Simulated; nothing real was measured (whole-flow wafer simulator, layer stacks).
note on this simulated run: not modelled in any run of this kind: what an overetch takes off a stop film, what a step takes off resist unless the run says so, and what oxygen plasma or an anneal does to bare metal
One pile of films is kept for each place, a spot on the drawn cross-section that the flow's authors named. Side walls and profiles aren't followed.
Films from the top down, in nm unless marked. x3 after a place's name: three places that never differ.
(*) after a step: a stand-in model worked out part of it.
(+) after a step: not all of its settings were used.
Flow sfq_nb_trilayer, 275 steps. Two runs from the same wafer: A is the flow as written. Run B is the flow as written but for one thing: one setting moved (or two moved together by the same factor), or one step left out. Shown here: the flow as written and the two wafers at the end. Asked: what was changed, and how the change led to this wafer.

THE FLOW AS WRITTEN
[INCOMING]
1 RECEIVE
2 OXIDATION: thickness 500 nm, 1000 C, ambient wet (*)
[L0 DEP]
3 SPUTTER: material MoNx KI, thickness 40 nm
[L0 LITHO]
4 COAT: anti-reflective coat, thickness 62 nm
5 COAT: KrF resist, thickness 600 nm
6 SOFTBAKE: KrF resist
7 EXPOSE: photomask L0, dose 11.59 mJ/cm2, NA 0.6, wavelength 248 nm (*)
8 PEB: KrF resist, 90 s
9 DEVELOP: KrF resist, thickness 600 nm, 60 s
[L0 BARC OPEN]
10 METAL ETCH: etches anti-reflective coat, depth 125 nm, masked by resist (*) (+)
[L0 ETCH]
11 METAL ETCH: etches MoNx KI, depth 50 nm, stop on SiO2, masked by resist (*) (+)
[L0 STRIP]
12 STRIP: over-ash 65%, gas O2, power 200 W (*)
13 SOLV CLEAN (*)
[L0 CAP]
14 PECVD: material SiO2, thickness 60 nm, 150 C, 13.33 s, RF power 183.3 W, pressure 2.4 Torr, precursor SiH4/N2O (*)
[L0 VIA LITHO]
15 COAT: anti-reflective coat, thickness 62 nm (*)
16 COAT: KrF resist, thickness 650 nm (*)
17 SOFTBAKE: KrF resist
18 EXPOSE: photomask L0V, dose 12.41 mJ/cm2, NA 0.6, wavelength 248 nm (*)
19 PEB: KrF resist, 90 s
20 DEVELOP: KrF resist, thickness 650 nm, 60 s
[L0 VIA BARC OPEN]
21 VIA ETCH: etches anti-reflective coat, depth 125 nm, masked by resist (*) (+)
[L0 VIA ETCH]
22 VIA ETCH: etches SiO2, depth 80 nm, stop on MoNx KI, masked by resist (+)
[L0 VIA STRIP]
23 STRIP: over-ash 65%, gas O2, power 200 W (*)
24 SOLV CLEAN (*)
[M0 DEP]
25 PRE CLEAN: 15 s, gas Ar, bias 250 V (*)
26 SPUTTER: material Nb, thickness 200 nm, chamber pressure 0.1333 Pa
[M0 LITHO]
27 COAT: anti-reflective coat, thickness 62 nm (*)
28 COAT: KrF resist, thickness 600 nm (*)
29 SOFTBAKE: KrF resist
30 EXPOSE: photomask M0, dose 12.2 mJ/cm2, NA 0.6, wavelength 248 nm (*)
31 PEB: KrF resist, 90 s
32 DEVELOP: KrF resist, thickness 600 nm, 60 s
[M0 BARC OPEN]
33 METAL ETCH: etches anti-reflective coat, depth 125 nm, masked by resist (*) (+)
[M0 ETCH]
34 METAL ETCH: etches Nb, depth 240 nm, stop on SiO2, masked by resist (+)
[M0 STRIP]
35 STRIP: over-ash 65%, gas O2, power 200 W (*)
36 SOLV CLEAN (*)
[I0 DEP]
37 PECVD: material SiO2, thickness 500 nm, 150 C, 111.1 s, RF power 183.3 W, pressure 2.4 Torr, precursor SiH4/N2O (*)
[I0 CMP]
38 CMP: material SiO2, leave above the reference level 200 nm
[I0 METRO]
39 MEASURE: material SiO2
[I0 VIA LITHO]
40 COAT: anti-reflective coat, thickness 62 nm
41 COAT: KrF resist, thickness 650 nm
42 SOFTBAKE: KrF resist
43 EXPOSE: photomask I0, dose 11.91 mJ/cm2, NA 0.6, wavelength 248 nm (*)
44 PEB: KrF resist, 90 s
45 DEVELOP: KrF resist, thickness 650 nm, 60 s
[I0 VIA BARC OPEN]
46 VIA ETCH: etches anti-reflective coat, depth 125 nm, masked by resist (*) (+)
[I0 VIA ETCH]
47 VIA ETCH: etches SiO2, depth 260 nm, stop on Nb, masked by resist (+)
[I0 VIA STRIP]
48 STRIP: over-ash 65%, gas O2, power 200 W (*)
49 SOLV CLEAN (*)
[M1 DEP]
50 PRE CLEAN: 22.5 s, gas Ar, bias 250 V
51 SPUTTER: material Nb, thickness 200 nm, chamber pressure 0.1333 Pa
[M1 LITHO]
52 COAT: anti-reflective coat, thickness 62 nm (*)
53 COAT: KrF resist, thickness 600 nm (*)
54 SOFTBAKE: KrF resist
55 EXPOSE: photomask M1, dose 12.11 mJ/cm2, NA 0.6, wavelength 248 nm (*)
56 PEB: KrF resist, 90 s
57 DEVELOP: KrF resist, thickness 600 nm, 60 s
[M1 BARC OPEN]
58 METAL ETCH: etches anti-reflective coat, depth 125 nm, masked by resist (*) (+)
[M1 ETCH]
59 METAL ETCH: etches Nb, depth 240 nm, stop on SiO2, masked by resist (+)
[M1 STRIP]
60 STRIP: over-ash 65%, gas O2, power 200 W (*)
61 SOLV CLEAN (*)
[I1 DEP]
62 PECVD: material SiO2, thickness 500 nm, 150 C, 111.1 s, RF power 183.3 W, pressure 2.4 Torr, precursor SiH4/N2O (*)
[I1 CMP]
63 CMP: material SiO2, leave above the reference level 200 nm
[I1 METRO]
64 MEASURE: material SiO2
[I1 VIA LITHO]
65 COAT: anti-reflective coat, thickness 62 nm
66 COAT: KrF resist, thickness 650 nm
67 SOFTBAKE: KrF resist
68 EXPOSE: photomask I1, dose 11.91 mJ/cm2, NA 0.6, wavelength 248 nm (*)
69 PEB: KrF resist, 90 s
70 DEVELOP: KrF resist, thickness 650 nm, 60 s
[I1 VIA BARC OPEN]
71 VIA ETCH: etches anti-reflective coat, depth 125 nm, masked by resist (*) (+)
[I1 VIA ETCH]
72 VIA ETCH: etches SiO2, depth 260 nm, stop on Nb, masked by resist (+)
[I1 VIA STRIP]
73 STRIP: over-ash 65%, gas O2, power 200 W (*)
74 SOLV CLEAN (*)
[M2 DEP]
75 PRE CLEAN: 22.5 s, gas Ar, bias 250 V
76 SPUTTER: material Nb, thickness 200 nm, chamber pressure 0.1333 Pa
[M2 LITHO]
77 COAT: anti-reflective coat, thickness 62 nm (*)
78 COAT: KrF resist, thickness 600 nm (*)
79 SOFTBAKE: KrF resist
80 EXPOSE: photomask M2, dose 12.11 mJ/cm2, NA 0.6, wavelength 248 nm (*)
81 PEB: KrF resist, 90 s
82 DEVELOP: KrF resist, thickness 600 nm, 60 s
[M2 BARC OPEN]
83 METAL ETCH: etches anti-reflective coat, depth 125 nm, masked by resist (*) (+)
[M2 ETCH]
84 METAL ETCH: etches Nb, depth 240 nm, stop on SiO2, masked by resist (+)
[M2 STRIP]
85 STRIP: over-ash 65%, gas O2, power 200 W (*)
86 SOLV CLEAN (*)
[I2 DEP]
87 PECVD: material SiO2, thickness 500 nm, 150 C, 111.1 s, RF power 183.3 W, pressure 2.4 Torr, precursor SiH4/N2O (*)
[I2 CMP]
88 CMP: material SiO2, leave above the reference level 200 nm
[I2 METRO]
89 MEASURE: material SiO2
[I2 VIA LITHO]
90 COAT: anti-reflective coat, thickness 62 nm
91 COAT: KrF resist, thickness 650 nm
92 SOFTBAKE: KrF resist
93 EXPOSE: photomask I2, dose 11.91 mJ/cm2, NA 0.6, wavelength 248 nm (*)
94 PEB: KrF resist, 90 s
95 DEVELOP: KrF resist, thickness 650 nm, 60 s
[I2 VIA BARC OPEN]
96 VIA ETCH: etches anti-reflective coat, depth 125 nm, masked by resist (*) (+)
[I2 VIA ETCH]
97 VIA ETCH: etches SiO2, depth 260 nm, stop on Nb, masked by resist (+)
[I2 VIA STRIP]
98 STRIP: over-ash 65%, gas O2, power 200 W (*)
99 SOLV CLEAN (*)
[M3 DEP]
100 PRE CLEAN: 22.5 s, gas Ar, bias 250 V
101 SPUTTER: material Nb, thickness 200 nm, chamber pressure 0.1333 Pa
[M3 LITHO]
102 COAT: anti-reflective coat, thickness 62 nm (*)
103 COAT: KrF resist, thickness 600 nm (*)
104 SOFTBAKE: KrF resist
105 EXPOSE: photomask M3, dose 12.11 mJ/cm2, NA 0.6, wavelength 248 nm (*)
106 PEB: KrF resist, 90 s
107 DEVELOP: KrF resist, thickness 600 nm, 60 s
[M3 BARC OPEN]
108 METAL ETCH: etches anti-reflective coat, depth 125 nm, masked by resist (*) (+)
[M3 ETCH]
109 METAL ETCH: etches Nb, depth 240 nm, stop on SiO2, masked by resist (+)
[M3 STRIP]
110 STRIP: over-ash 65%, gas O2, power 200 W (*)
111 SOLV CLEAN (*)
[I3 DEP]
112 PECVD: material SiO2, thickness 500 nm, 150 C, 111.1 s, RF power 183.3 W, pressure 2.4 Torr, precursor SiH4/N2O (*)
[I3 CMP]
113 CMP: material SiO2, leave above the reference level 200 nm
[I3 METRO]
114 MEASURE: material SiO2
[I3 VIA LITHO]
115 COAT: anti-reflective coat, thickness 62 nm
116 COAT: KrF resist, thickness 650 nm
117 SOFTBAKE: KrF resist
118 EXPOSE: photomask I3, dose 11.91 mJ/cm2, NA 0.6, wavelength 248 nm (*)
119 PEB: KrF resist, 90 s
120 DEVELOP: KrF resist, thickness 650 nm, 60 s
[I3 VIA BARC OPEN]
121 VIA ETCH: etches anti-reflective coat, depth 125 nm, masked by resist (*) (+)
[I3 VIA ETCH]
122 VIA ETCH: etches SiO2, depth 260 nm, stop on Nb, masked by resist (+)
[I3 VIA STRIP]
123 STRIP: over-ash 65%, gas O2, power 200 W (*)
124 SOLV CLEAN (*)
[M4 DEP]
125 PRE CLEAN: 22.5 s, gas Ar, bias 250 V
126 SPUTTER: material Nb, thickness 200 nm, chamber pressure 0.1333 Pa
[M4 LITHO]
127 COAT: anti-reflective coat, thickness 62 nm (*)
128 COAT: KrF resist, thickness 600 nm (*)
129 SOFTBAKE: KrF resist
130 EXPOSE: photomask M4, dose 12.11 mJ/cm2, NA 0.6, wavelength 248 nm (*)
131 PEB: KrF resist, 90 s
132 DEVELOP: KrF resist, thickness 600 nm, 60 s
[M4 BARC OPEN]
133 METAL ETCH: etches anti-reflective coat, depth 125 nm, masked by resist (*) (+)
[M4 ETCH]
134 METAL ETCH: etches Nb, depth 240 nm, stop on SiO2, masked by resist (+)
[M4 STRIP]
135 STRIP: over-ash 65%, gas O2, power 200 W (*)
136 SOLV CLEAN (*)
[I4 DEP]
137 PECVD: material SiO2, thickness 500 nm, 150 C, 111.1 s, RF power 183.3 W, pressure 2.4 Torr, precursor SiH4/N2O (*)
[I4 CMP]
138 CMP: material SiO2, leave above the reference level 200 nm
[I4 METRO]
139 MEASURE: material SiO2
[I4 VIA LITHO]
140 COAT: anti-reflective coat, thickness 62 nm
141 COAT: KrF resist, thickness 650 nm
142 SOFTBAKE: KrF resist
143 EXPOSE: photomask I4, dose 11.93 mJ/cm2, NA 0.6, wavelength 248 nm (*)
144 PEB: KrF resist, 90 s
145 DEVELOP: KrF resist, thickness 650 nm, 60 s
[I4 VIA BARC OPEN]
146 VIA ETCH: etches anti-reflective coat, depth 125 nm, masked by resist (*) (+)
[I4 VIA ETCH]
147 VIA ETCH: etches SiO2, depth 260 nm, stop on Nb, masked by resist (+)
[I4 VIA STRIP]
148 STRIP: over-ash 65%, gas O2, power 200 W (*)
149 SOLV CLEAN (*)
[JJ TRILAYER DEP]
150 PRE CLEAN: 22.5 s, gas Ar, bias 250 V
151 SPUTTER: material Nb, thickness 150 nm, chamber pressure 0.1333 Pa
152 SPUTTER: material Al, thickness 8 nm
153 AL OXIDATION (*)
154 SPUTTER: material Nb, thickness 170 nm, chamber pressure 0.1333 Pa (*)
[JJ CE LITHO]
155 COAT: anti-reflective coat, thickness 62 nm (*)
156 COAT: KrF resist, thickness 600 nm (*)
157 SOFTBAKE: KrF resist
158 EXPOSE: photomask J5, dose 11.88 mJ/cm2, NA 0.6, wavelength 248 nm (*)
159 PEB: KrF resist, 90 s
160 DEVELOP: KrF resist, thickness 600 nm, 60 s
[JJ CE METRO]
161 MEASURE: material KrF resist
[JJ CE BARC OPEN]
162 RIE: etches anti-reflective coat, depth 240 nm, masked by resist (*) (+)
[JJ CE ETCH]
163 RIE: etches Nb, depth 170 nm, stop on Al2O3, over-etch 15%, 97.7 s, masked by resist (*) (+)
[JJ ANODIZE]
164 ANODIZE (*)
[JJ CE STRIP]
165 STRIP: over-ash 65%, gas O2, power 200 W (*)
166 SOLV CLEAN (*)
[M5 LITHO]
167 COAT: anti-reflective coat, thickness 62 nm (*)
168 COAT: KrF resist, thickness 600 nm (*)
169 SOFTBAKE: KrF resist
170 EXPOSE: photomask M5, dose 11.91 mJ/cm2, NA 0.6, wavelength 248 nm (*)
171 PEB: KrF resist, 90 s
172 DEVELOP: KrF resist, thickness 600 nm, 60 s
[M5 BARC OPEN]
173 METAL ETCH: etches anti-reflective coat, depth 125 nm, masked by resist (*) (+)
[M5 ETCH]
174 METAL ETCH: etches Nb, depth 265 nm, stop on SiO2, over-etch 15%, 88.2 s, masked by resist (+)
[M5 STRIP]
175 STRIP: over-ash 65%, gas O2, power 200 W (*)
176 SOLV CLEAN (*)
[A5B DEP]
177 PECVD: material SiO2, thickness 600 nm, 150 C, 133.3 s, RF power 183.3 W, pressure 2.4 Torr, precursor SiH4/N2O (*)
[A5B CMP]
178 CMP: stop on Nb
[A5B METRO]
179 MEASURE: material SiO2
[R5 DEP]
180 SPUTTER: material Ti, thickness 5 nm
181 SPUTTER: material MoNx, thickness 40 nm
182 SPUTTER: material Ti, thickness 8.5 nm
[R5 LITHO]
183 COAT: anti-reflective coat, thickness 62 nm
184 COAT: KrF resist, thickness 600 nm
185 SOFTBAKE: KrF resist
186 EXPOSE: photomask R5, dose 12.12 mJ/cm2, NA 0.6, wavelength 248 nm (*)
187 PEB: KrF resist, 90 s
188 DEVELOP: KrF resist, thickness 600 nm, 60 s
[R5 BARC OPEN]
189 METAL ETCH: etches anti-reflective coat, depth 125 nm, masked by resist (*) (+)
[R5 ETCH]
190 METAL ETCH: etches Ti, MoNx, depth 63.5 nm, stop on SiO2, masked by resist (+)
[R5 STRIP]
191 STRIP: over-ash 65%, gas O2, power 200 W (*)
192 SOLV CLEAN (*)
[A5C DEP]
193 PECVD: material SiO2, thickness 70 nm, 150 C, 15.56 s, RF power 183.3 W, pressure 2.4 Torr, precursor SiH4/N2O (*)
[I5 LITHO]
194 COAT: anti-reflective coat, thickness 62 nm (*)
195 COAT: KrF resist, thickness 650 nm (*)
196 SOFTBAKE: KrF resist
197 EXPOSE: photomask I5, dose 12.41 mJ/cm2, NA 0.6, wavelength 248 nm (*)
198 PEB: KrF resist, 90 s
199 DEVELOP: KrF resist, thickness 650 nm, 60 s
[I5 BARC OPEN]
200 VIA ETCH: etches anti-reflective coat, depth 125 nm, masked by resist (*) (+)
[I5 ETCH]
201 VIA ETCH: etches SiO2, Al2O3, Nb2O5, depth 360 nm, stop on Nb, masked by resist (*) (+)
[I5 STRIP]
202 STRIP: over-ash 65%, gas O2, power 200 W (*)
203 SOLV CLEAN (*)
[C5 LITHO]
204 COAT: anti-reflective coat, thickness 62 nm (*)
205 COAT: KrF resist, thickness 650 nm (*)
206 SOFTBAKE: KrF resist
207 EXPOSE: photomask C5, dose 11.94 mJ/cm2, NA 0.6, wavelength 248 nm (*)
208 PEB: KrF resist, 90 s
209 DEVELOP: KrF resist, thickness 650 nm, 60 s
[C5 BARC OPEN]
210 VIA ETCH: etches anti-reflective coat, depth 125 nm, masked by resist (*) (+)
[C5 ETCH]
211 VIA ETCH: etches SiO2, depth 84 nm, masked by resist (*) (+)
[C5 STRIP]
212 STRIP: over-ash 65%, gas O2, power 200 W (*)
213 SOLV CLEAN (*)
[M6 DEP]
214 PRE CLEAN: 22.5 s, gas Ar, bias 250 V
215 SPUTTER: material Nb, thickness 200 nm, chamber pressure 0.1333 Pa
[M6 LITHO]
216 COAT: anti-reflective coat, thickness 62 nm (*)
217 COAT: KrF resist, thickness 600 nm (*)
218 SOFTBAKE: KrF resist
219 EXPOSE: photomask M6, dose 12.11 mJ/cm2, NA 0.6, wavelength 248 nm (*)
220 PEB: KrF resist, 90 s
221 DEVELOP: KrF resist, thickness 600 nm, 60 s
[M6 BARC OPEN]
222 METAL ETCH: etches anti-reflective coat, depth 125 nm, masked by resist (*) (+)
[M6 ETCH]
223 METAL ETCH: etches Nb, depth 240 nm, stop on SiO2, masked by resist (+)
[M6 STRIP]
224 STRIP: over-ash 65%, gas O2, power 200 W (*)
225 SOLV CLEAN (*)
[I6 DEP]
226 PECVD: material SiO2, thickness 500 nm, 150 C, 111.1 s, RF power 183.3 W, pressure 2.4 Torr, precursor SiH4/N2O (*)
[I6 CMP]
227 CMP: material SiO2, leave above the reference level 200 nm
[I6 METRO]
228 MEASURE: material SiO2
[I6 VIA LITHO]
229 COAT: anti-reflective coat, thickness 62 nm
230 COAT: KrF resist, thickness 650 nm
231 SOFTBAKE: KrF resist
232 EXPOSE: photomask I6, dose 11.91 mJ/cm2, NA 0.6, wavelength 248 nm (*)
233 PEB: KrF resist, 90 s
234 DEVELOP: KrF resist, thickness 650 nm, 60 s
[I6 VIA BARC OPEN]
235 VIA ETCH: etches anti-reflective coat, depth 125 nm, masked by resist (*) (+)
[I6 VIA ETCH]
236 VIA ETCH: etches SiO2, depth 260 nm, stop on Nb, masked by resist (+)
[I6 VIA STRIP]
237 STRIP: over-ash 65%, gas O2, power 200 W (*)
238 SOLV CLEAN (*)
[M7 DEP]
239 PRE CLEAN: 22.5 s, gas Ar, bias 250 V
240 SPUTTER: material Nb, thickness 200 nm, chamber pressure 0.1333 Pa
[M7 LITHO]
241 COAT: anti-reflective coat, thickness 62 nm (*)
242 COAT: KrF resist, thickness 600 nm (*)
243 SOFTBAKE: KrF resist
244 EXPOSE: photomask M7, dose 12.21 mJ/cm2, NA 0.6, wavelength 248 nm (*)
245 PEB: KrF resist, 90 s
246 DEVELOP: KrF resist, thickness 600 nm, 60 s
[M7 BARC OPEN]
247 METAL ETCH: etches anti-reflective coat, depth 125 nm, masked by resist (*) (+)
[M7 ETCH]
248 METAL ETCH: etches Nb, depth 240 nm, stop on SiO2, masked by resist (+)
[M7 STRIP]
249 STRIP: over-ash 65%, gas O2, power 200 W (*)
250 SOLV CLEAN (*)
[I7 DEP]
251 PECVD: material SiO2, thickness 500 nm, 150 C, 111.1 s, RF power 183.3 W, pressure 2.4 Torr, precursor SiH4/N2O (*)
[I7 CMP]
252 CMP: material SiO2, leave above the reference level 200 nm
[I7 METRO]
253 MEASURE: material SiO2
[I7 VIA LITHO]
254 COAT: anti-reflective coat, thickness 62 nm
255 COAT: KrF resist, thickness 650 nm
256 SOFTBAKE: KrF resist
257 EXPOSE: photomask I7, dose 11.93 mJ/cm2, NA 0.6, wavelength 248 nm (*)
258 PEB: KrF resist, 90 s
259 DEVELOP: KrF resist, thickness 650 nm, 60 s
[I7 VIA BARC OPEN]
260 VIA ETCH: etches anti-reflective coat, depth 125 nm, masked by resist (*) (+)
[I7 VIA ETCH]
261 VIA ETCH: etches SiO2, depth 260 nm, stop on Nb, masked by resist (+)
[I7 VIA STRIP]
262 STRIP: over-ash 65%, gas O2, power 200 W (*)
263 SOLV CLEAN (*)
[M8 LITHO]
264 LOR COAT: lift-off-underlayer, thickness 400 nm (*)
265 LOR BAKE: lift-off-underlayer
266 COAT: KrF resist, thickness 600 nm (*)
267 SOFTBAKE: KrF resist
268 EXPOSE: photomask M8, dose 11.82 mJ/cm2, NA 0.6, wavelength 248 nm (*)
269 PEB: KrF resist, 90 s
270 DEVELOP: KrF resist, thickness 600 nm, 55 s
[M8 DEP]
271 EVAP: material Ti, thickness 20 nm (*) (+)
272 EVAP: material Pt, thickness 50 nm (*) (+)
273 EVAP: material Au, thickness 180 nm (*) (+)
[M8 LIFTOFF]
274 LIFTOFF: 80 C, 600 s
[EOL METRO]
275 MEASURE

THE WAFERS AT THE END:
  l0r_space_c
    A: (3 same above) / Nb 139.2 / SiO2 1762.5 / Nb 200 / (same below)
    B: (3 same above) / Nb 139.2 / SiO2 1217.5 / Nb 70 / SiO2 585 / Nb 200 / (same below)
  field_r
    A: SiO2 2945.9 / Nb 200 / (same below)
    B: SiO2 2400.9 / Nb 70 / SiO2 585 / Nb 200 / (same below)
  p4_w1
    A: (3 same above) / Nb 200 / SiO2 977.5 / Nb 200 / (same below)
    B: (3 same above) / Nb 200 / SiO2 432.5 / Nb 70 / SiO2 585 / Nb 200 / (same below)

The cause: step 76, SPUTTER: thickness 310 nm was run, where the flow has thickness 200 nm.

How the change led to this, step by step:
  76 SPUTTER: material Nb, thickness 200 nm, chamber pressure 0.1333 Pa
      field_l, v_sur, via_wl and 102 more: A Nb +200 (new film) | B Nb +310 (new film)
      via_v: A Nb +174.5 | B Nb +272.3
  84 METAL ETCH: etches Nb, depth 240 nm, stop on SiO2, masked by resist (+)
      field_l, be, be_sur and 81 more: A Nb -200 (all of it) | B Nb -240
  87 PECVD: material SiO2, thickness 500 nm, 150 C, 111.1 s, RF power 183.3 W, pressure 2.4 Torr, precursor SiH4/N2O (*)
      field_l, be, be_sur and 81 more: A SiO2 +500 | B SiO2 +500 (new film)
      via_v: A SiO2 +606 (new film) | B SiO2 +593.7 (new film)
  88 CMP: material SiO2, leave above the reference level 200 nm
      field_l, be, be_sur and 81 more: A SiO2 -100 | B SiO2 -60
      via_v: A SiO2 -181.6 | B SiO2 -157.1
Counting metal films that touch as one body, l0r_space_c has 3 bodies (between them, from the top down: SiO2 1217.5; SiO2 585); the flow as written gives 2 bodies (between them, from the top down: SiO2 1762.5).
Counting metal films that touch as one body, field_r has 2 bodies (between them, from the top down: SiO2 585); the flow as written gives 1 body.
Counting metal films that touch as one body, p4_w1 has 4 bodies (between them, from the top down: SiO2 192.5; SiO2 432.5; SiO2 585); the flow as written gives 3 bodies (between them, from the top down: SiO2 192.5; SiO2 977.5).
